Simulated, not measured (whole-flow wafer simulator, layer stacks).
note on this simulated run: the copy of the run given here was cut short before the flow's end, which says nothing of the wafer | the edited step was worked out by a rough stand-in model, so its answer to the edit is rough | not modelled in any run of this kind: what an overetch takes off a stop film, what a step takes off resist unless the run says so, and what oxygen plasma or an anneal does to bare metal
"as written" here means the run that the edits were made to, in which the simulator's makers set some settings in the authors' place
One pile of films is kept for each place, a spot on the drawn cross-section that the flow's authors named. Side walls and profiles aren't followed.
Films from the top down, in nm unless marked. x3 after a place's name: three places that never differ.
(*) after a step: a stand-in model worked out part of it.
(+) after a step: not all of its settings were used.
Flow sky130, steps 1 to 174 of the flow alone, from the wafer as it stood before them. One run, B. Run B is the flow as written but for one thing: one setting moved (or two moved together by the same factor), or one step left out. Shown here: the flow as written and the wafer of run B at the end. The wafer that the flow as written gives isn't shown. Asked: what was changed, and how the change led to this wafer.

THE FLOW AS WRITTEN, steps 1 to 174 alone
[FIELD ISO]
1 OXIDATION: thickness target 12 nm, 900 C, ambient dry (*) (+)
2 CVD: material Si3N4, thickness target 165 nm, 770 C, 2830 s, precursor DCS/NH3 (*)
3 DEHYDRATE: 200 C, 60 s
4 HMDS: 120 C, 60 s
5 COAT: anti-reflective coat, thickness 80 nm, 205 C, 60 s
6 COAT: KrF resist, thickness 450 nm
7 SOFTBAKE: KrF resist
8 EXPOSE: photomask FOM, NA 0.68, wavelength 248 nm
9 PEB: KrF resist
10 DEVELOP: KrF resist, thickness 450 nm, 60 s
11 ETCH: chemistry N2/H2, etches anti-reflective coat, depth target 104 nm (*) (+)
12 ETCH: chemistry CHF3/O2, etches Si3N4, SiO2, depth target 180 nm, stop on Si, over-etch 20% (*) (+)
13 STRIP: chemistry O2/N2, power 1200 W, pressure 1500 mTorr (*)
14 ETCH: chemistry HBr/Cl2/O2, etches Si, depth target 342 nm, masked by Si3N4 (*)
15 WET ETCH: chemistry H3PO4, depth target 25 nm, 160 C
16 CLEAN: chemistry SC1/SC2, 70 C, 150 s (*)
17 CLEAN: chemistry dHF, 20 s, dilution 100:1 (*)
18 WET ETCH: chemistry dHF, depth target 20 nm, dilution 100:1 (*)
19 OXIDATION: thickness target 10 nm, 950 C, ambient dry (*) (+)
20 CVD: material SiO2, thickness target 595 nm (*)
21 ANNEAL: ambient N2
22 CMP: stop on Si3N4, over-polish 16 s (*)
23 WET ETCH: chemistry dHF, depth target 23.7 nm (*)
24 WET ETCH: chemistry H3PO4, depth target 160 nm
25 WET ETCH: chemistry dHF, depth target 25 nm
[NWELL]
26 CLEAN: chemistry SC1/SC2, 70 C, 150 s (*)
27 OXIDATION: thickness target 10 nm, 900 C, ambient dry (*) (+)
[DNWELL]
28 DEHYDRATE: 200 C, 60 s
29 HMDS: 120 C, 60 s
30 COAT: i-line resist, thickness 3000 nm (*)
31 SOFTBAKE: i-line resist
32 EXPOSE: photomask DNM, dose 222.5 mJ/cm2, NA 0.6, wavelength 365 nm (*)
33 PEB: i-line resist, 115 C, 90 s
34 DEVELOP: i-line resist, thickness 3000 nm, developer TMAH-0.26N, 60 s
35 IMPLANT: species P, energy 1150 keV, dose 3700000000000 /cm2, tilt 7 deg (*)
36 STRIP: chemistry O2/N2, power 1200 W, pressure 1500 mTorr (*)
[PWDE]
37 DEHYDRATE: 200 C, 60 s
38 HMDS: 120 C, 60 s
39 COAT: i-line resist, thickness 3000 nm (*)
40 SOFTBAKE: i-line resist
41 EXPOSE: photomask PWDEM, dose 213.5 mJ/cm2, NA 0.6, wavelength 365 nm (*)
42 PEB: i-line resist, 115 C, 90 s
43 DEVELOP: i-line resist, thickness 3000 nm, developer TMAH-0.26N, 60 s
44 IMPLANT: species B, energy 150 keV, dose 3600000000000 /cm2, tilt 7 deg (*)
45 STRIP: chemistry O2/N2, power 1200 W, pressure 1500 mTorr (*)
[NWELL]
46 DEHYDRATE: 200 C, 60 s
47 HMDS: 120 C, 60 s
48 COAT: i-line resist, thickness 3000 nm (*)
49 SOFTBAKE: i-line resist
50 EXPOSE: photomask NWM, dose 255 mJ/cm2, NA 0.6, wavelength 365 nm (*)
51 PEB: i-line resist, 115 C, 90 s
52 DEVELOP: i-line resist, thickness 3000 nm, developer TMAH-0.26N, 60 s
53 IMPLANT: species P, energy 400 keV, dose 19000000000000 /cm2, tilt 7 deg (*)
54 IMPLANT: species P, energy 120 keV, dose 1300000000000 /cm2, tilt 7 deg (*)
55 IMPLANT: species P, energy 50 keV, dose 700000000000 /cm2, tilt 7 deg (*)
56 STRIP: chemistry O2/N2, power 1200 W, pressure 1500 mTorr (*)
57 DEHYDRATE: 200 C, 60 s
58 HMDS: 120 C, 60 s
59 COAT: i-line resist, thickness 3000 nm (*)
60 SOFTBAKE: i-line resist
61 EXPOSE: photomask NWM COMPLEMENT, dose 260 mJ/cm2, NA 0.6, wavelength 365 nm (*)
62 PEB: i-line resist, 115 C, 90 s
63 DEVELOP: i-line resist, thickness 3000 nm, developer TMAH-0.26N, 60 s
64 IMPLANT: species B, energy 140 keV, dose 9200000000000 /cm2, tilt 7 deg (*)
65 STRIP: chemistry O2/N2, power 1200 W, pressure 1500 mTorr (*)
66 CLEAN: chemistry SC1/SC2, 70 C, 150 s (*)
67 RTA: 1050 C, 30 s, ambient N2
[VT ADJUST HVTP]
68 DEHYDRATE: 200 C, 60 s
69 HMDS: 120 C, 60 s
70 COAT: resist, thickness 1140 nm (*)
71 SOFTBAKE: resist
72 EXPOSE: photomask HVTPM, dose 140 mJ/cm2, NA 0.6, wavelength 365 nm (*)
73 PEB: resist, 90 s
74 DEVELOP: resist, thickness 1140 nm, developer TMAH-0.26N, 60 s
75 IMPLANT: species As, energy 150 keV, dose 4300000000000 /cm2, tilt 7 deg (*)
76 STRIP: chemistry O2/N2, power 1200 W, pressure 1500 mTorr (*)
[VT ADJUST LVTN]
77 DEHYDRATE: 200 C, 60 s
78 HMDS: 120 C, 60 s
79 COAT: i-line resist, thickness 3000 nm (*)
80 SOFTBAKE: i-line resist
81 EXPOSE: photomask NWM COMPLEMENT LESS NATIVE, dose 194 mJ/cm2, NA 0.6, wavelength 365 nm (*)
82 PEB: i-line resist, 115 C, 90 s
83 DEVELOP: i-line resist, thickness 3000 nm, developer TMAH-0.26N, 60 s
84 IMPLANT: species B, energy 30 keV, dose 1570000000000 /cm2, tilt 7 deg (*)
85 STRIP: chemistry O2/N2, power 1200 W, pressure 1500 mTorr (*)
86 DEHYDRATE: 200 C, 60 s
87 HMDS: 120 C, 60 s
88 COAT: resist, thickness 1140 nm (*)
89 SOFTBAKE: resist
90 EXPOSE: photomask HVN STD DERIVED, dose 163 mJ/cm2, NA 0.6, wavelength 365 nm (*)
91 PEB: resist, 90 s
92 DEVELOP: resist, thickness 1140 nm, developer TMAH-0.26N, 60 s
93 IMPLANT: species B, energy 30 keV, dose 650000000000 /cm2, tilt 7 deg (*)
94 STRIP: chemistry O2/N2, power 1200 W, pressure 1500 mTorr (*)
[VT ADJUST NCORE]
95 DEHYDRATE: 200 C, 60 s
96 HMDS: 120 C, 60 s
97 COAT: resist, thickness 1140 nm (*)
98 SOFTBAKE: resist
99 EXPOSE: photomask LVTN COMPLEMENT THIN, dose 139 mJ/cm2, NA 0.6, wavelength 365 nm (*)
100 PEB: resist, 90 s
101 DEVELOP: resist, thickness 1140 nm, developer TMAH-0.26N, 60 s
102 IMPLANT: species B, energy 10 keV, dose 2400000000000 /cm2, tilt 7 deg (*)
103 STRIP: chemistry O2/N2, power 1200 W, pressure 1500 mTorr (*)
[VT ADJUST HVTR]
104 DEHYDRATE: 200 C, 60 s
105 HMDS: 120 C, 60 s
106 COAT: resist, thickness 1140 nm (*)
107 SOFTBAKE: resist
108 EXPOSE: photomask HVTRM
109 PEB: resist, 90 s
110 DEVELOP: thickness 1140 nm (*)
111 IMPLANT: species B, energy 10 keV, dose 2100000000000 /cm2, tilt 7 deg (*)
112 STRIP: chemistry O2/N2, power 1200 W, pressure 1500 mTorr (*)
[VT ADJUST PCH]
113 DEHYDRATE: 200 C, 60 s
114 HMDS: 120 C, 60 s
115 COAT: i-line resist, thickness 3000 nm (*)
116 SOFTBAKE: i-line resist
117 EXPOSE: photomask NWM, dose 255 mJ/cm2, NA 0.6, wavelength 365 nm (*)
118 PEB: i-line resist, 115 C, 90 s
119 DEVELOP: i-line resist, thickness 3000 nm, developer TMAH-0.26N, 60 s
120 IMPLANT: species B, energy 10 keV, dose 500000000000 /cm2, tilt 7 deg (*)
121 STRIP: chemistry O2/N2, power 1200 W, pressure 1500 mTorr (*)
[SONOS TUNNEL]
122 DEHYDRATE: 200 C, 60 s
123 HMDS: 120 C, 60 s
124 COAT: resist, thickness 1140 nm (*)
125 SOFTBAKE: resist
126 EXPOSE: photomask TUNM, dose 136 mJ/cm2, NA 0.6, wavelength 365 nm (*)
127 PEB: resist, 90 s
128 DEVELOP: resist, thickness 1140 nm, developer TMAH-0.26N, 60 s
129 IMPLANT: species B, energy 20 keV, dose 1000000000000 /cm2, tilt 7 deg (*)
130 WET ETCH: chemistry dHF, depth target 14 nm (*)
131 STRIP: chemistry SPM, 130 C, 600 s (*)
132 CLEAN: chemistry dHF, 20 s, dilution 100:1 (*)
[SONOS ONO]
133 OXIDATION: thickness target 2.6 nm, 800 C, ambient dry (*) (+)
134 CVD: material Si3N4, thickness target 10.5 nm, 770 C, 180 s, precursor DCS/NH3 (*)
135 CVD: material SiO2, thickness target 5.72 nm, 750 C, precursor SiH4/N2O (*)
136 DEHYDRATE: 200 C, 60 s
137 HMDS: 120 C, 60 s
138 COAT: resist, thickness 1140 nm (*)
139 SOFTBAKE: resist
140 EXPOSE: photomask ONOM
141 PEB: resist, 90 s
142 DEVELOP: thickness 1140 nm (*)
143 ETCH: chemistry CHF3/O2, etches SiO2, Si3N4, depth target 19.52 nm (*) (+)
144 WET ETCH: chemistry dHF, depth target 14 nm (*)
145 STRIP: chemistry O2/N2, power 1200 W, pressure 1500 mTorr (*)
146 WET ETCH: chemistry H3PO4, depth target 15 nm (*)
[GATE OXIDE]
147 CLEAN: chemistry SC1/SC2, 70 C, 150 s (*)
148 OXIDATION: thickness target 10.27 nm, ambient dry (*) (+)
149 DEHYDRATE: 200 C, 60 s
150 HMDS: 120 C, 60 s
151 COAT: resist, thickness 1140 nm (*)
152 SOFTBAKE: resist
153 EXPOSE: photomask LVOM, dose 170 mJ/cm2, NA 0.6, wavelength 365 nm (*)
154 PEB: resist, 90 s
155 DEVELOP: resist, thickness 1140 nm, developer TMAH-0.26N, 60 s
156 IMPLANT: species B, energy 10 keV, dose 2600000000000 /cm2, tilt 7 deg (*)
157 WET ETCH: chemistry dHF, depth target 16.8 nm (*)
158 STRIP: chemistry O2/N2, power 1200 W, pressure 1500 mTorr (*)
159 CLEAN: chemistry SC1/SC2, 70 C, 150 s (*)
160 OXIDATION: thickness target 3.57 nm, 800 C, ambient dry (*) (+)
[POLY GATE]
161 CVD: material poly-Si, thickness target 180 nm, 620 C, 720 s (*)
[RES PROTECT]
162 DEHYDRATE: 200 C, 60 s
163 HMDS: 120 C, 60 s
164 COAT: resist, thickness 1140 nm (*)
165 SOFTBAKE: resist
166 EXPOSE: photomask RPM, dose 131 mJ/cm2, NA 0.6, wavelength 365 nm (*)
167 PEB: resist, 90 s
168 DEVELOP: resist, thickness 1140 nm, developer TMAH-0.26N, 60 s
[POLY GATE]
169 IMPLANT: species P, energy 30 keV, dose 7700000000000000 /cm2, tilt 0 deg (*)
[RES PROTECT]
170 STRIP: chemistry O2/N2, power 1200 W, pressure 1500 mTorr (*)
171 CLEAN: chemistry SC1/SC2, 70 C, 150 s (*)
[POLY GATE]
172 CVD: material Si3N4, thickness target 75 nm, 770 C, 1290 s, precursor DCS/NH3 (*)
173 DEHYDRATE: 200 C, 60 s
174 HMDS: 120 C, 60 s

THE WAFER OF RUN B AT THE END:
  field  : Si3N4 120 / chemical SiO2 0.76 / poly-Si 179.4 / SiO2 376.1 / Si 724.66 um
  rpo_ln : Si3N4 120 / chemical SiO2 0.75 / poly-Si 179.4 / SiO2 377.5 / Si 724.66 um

The cause: step 172, CVD: 2064 s was run, where the flow has 1290 s.

How the change led to this, step by step:
  172 CVD: material Si3N4, thickness target 75 nm, 770 C, 1290 s, precursor DCS/NH3 (*)
      field, active, n_well and 187 more: Si3N4 +120 (new film) (as written it would be: Si3N4 +75 (new film))
